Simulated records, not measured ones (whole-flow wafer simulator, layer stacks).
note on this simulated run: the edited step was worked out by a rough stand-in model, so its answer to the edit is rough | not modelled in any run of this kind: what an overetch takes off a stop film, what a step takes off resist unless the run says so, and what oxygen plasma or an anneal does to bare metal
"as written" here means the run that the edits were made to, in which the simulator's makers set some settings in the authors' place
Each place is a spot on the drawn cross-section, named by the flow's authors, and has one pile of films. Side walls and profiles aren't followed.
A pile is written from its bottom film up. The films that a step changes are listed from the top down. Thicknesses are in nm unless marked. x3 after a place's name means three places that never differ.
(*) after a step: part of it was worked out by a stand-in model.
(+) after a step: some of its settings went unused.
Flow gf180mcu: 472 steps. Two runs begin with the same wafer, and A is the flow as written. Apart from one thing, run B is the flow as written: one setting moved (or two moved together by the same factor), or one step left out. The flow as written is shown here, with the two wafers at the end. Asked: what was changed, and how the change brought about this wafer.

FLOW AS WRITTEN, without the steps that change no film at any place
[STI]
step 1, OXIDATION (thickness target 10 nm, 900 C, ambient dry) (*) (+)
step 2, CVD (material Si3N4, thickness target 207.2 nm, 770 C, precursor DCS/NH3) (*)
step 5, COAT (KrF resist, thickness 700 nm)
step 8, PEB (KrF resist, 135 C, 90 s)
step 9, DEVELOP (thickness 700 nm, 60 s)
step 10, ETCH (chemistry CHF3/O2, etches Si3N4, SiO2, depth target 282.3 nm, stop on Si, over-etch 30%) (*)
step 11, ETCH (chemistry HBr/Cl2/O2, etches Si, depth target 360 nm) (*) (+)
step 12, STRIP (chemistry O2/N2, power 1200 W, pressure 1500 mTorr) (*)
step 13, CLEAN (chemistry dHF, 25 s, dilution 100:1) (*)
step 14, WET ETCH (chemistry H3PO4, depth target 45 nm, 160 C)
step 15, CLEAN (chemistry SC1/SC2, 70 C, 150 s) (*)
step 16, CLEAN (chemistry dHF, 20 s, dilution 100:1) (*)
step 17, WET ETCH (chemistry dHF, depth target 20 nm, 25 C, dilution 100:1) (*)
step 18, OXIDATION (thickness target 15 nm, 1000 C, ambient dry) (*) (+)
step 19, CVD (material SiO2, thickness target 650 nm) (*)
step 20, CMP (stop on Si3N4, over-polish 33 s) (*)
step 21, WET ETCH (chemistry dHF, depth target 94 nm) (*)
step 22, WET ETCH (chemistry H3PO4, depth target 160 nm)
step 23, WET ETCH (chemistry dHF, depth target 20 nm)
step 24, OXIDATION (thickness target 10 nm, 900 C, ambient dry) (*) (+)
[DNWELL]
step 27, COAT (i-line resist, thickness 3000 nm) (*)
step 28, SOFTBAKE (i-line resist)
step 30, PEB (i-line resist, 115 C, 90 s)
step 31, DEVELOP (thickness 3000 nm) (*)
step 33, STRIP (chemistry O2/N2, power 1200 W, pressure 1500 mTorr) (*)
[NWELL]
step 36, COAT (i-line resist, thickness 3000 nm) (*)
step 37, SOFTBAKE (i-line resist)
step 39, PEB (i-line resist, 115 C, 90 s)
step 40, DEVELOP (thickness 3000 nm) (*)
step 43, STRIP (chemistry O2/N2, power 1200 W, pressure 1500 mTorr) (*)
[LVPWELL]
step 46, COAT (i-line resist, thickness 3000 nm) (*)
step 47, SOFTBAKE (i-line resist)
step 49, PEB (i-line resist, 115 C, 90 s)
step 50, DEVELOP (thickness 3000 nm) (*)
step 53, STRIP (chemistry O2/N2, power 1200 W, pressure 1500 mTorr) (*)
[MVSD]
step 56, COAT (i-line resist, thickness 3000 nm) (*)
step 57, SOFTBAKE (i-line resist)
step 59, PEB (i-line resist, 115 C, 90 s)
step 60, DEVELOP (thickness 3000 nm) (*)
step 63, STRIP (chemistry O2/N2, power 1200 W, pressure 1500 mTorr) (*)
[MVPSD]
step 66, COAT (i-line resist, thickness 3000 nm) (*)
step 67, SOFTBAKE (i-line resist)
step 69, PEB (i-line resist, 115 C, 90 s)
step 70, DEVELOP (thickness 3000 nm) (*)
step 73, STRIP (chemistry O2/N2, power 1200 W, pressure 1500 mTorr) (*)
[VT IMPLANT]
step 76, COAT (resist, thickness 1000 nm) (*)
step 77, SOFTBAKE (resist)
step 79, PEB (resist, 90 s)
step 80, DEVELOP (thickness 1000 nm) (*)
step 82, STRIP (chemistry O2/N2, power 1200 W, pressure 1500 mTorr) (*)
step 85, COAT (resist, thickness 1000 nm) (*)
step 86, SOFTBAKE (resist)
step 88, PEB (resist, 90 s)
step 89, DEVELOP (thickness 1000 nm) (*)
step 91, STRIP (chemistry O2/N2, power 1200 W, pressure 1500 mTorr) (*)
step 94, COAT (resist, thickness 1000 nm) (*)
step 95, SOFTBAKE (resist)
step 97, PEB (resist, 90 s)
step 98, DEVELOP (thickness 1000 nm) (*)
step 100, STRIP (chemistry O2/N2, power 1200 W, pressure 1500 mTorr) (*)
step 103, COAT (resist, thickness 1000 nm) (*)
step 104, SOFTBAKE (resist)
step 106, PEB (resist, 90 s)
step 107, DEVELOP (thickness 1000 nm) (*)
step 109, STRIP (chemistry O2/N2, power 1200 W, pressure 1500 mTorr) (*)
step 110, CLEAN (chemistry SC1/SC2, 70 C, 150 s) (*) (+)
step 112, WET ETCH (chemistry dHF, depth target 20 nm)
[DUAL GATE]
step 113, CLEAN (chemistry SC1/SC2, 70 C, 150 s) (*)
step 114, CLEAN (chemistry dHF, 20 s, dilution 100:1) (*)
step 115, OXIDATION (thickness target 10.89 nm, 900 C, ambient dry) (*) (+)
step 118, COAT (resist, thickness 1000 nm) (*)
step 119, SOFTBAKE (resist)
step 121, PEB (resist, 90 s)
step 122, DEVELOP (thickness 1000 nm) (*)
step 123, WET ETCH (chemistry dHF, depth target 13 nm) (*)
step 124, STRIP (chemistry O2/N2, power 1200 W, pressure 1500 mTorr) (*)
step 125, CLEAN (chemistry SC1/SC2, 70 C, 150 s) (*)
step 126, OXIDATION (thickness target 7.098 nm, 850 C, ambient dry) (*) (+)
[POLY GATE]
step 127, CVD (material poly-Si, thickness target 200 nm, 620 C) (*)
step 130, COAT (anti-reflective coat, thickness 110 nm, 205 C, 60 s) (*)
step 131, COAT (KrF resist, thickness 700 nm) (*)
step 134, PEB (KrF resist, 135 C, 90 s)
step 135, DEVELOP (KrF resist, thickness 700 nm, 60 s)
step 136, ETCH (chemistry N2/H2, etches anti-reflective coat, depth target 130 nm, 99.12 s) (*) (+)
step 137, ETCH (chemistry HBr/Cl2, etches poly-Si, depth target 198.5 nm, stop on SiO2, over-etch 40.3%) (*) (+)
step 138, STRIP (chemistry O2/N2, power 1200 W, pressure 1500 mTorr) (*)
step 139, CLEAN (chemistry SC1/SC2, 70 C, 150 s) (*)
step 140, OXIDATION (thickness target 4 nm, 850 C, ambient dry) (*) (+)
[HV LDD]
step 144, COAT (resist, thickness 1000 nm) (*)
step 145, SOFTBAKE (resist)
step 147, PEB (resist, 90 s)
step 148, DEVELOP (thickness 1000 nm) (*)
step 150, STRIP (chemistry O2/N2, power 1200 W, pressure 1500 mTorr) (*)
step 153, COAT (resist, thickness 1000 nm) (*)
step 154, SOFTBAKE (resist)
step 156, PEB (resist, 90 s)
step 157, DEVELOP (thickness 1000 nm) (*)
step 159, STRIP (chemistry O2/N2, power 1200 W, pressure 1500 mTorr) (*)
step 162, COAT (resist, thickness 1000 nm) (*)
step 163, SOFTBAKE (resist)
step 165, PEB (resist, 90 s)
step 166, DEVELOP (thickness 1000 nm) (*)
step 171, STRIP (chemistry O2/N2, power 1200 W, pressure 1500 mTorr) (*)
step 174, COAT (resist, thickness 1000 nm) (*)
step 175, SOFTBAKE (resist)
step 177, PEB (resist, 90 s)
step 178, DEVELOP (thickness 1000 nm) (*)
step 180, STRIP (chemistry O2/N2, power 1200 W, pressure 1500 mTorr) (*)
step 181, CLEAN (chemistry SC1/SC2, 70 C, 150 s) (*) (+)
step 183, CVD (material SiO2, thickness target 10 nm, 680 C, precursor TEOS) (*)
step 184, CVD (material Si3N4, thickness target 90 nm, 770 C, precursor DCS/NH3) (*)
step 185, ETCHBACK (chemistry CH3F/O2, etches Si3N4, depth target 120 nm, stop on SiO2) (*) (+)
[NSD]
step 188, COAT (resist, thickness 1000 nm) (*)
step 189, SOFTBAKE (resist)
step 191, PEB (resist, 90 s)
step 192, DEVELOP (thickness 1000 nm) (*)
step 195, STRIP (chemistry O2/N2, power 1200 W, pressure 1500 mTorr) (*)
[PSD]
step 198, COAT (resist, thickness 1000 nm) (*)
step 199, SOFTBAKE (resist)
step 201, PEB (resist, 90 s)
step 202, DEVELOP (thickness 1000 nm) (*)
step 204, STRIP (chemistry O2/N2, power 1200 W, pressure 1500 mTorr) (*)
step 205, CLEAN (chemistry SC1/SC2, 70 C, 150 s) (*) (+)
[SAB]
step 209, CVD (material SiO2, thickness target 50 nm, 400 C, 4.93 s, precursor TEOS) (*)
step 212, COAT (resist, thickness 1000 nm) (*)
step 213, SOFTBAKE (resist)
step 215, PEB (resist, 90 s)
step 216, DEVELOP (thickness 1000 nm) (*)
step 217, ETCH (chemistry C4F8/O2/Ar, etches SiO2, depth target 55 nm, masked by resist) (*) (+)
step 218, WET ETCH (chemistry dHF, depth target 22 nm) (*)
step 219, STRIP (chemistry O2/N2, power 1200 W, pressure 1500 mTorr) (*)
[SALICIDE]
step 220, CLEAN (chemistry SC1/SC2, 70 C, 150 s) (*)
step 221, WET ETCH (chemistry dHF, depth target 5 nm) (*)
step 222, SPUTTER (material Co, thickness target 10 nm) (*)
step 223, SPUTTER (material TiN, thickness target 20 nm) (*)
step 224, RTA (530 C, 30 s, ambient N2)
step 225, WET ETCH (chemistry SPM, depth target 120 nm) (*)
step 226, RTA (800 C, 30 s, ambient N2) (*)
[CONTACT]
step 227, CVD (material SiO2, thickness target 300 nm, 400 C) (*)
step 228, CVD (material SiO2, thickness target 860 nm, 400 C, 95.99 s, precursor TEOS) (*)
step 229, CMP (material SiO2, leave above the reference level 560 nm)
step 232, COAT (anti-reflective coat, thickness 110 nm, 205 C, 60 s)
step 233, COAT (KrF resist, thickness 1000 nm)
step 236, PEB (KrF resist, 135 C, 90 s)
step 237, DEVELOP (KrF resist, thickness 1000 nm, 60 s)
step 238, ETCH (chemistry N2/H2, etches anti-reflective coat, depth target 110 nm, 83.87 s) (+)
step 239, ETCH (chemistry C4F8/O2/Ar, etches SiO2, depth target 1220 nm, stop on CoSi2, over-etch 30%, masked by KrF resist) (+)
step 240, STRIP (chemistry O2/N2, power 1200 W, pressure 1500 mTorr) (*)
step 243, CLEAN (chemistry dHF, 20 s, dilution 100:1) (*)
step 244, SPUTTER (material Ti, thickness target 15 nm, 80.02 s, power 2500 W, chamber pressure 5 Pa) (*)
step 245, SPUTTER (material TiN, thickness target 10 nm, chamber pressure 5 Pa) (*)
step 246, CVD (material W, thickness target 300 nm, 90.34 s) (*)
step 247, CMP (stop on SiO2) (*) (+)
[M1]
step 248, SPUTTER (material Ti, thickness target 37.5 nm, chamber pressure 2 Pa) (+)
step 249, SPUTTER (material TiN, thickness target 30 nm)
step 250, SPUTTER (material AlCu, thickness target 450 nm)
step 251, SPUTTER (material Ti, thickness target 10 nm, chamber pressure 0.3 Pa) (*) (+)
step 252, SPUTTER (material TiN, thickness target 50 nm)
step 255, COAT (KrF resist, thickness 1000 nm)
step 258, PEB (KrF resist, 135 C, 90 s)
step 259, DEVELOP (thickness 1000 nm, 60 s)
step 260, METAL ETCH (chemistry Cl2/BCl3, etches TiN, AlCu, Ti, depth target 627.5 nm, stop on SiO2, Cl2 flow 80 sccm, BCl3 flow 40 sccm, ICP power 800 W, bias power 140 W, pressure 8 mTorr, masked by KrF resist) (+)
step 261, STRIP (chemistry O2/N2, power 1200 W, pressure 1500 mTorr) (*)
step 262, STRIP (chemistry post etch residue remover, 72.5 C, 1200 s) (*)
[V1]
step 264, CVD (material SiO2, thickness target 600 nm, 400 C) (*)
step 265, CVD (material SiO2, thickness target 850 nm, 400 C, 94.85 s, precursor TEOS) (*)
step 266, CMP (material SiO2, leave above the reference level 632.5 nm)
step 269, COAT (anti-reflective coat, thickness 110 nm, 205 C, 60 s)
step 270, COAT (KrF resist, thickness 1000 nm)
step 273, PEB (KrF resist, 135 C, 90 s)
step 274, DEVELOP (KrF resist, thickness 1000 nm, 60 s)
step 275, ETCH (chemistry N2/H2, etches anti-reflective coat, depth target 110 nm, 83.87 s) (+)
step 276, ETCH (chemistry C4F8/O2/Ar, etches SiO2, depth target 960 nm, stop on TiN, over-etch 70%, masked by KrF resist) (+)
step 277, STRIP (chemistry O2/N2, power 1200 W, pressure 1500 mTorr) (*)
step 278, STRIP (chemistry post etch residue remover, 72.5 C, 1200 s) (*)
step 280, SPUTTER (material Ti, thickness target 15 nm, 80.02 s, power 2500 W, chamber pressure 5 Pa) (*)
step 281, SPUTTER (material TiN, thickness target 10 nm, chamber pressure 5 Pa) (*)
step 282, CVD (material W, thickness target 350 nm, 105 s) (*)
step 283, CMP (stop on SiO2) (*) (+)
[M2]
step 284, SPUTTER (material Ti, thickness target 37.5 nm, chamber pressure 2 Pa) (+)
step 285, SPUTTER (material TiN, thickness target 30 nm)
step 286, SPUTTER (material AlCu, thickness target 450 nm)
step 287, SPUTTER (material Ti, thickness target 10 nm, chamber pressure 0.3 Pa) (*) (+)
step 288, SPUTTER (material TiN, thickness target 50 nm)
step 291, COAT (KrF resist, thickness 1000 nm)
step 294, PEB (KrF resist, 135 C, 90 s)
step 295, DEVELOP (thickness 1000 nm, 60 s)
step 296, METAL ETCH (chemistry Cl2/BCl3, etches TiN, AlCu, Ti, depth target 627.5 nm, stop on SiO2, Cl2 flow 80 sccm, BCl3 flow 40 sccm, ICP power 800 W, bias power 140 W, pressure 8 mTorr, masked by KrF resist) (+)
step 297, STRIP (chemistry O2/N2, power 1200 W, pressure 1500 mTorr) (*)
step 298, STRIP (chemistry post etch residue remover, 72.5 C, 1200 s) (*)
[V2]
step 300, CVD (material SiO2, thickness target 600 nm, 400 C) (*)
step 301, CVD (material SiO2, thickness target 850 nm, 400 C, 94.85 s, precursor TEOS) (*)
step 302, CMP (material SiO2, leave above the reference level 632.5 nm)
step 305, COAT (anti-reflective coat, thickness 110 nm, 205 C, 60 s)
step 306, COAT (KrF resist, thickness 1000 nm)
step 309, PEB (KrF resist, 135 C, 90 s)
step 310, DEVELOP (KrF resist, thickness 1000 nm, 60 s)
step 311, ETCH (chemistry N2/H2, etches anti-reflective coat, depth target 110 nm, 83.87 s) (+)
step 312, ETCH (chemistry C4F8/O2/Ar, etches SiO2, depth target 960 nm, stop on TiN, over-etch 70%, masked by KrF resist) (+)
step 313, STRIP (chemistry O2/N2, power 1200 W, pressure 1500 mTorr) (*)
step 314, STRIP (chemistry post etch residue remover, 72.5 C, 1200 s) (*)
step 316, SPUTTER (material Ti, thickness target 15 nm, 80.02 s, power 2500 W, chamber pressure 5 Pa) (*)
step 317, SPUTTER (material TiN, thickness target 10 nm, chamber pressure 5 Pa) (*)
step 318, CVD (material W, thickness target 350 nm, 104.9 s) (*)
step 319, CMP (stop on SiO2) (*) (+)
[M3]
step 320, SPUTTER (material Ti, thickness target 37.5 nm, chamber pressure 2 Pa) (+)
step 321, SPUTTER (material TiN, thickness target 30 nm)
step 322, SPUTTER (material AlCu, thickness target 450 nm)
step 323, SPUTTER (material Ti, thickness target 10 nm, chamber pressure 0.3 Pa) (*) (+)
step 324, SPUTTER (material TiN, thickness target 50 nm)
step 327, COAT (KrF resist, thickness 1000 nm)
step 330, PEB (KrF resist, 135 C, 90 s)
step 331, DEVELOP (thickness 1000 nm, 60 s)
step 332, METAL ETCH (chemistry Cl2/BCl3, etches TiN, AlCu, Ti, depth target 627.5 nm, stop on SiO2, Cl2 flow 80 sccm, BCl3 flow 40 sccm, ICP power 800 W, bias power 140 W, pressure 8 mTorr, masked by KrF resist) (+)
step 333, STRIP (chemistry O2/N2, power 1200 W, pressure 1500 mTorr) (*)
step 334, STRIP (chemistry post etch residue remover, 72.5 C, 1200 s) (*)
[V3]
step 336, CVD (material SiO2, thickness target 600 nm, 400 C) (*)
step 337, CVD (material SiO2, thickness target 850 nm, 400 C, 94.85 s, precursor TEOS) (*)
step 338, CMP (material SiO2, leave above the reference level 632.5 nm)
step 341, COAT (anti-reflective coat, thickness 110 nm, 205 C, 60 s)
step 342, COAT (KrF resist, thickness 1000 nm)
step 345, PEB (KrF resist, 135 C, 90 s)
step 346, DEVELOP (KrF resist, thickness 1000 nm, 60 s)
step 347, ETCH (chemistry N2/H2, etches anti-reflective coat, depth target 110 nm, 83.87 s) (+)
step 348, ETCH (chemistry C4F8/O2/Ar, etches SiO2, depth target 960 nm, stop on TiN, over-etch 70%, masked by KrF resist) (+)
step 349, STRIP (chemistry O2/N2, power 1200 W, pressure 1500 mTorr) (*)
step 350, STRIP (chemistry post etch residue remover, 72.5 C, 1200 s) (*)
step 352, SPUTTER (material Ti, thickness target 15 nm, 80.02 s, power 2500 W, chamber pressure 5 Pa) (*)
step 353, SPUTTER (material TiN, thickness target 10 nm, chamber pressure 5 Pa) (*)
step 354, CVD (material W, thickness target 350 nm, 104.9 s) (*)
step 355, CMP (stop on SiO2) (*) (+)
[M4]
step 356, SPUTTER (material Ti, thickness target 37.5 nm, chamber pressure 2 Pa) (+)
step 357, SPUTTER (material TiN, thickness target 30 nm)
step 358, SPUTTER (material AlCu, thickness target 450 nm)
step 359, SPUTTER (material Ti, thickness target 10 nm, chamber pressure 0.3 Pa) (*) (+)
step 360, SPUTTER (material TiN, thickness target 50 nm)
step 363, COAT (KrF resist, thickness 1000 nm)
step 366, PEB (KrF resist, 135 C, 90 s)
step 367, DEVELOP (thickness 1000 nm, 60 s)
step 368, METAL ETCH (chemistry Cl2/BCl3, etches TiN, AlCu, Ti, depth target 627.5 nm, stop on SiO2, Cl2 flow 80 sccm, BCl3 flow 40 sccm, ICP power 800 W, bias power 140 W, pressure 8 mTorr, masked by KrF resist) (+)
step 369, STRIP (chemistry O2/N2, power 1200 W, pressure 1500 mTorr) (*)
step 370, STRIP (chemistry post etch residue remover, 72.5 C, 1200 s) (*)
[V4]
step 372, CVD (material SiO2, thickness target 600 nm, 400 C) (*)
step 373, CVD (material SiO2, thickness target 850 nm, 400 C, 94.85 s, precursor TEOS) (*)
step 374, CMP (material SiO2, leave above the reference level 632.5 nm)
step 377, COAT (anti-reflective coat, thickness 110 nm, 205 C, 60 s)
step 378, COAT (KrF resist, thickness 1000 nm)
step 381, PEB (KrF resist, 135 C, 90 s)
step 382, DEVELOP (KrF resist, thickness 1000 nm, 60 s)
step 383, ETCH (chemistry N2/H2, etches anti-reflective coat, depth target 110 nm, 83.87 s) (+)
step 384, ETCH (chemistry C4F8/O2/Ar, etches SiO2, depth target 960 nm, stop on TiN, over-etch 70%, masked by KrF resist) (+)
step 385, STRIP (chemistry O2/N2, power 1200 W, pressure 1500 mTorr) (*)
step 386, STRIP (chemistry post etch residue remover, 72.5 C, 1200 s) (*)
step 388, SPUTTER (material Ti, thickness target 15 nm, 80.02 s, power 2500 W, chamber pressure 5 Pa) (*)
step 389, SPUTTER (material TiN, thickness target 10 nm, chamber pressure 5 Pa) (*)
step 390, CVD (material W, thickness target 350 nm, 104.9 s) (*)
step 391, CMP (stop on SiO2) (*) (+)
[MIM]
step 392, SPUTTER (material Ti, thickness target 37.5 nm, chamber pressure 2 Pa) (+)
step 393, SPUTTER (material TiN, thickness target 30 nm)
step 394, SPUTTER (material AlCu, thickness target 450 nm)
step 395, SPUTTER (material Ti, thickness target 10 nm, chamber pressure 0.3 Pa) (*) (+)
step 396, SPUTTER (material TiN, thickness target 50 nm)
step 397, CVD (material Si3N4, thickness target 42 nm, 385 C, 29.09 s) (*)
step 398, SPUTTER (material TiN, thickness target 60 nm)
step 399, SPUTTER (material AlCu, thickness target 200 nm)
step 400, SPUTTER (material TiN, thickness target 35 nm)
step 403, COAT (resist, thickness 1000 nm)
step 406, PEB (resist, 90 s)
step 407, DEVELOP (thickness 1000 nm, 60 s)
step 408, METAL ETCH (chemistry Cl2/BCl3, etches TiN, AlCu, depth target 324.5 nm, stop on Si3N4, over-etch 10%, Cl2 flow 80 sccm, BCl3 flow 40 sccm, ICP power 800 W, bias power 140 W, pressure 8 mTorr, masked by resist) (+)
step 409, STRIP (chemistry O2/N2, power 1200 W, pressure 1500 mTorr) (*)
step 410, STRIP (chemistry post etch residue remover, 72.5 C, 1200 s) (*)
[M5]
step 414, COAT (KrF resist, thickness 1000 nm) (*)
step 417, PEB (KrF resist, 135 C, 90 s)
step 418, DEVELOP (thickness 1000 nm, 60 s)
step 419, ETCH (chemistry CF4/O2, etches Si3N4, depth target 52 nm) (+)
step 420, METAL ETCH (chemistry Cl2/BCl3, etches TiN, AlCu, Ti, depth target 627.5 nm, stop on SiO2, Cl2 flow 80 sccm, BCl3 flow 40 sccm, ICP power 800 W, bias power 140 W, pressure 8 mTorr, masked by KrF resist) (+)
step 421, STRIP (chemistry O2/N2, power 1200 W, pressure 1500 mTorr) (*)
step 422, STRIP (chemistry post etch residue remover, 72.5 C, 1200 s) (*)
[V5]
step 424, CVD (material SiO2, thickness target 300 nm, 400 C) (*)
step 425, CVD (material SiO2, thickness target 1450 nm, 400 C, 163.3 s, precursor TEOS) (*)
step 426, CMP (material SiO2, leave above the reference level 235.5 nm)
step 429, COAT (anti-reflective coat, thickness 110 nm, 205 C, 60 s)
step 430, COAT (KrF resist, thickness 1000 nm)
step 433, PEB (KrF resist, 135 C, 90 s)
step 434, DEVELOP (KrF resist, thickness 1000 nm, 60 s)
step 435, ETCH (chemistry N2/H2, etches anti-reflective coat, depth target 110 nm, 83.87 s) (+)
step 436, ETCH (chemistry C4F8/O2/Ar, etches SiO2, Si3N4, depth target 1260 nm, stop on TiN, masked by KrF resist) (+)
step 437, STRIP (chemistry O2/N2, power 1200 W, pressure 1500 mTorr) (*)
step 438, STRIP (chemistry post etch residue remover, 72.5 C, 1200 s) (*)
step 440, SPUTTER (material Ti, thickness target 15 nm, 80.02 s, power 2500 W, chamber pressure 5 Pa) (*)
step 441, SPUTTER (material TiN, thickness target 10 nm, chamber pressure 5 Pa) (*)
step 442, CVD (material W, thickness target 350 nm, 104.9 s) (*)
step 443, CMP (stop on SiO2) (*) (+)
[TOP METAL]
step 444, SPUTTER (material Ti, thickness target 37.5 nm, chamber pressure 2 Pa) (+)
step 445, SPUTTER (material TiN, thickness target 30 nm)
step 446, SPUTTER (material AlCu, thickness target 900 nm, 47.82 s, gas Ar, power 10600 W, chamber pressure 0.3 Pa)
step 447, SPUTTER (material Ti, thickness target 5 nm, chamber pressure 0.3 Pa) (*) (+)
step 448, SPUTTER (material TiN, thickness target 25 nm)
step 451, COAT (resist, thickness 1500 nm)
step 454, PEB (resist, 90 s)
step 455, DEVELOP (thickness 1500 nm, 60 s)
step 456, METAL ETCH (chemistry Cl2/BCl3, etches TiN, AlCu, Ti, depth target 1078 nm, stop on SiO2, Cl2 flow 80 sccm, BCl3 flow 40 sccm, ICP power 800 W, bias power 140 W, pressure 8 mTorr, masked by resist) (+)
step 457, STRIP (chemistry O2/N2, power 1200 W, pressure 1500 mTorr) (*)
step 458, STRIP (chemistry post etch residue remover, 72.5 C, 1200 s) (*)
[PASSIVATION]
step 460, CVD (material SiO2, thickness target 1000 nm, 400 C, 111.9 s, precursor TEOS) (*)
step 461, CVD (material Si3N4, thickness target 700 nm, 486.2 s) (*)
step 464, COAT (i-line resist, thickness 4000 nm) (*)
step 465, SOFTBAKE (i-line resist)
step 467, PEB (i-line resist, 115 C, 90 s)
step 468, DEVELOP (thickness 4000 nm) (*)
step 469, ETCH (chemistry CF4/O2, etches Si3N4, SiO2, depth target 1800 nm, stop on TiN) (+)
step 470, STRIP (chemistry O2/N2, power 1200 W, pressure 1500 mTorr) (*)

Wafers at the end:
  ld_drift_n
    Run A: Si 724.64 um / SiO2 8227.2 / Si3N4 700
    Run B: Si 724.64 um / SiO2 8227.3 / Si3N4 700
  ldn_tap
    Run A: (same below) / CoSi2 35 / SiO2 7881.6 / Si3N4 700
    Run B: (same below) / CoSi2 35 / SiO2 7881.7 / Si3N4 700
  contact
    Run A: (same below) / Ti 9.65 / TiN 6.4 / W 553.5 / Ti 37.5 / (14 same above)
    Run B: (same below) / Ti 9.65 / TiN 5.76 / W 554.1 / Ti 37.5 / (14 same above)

The reason: step 389, SPUTTER: thickness target 9 nm was run, while the flow as written has thickness target 10 nm.

The path from the change to this, step by step:
  step 389, SPUTTER (material TiN, thickness target 10 nm, chamber pressure 5 Pa) (*)
      field, field__w1, field__w2 and 107 more: A +10 TiN (new film) | B +9 TiN (new film)
      contact: A +6.4 TiN (new film) | B +5.76 TiN (new film)
  step 391, CMP (stop on SiO2) (*) (+)
      field, field__w1, field__w2 and 107 more: A -350 W (all of it), -10 TiN (all of it), -15 Ti (all of it), -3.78 SiO2 | B -350 W (all of it), -9 TiN (all of it), -15 Ti (all of it), -3.77 SiO2
